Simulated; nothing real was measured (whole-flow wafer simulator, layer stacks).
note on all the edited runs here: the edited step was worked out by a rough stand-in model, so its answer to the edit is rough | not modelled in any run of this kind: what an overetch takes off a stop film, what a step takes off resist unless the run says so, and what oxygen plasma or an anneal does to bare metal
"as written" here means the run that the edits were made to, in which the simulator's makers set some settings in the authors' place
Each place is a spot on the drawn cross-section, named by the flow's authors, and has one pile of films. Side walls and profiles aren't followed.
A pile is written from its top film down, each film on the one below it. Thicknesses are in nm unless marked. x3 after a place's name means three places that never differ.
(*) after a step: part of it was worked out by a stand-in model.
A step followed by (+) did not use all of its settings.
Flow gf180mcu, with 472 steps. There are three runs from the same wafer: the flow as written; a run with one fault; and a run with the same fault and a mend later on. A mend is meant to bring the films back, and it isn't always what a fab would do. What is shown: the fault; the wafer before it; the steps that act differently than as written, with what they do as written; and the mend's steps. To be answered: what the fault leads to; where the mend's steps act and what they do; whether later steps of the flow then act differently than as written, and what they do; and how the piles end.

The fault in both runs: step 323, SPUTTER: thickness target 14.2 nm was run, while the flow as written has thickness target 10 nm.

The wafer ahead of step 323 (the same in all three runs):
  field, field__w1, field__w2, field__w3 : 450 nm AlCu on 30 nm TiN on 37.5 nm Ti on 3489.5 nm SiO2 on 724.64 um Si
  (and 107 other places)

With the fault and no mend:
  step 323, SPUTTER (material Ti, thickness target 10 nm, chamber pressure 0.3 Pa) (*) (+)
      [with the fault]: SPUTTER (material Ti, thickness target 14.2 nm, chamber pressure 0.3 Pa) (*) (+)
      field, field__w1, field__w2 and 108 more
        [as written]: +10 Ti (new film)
        [with the fault]: +14.2 Ti (new film)
  Steps further on in the flow that do not act as written (5 other steps are not shown; they differ only slightly, by no more than 2% or 0.5 nm, whichever is larger):
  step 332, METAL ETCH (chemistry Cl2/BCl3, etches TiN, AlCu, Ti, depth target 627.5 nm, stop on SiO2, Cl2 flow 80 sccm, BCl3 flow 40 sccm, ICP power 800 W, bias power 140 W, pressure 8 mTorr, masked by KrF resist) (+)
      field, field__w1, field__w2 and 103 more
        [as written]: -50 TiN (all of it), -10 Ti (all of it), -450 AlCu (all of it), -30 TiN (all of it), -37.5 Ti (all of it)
        [with the fault]: -50 TiN (all of it), -14.2 Ti (all of it), -450 AlCu (all of it), -30 TiN (all of it), -37.5 Ti (all of it)
  The piles end different from the flow's at field__w8, contact, m1, m1__w1, m1_nw by more than 2% or 0.5 nm, whichever is larger.
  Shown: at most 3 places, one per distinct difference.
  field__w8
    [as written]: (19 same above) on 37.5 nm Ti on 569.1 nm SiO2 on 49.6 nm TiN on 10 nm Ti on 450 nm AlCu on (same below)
    [with the fault]: (19 same above) on 37.5 nm Ti on 564.9 nm SiO2 on 49.6 nm TiN on 14.2 nm Ti on 450 nm AlCu on (same below)
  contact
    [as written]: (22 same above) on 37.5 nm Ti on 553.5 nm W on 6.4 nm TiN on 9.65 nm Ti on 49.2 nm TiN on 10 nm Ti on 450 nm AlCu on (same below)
    [with the fault]: (22 same above) on 37.5 nm Ti on 549.3 nm W on 6.42 nm TiN on 9.68 nm Ti on 49.2 nm TiN on 14.2 nm Ti on 450 nm AlCu on (same below)

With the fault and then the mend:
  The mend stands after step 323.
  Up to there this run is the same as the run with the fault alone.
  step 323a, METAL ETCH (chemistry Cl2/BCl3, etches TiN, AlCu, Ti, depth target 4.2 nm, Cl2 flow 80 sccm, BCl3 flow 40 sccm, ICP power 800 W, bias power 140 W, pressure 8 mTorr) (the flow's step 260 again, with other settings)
      field, field__w1, field__w2 and 108 more
        -4.2 Ti
  Later steps of the flow that are run all act as written at every place that is followed.
  At every place that both follow, the piles at the end match the flow's.
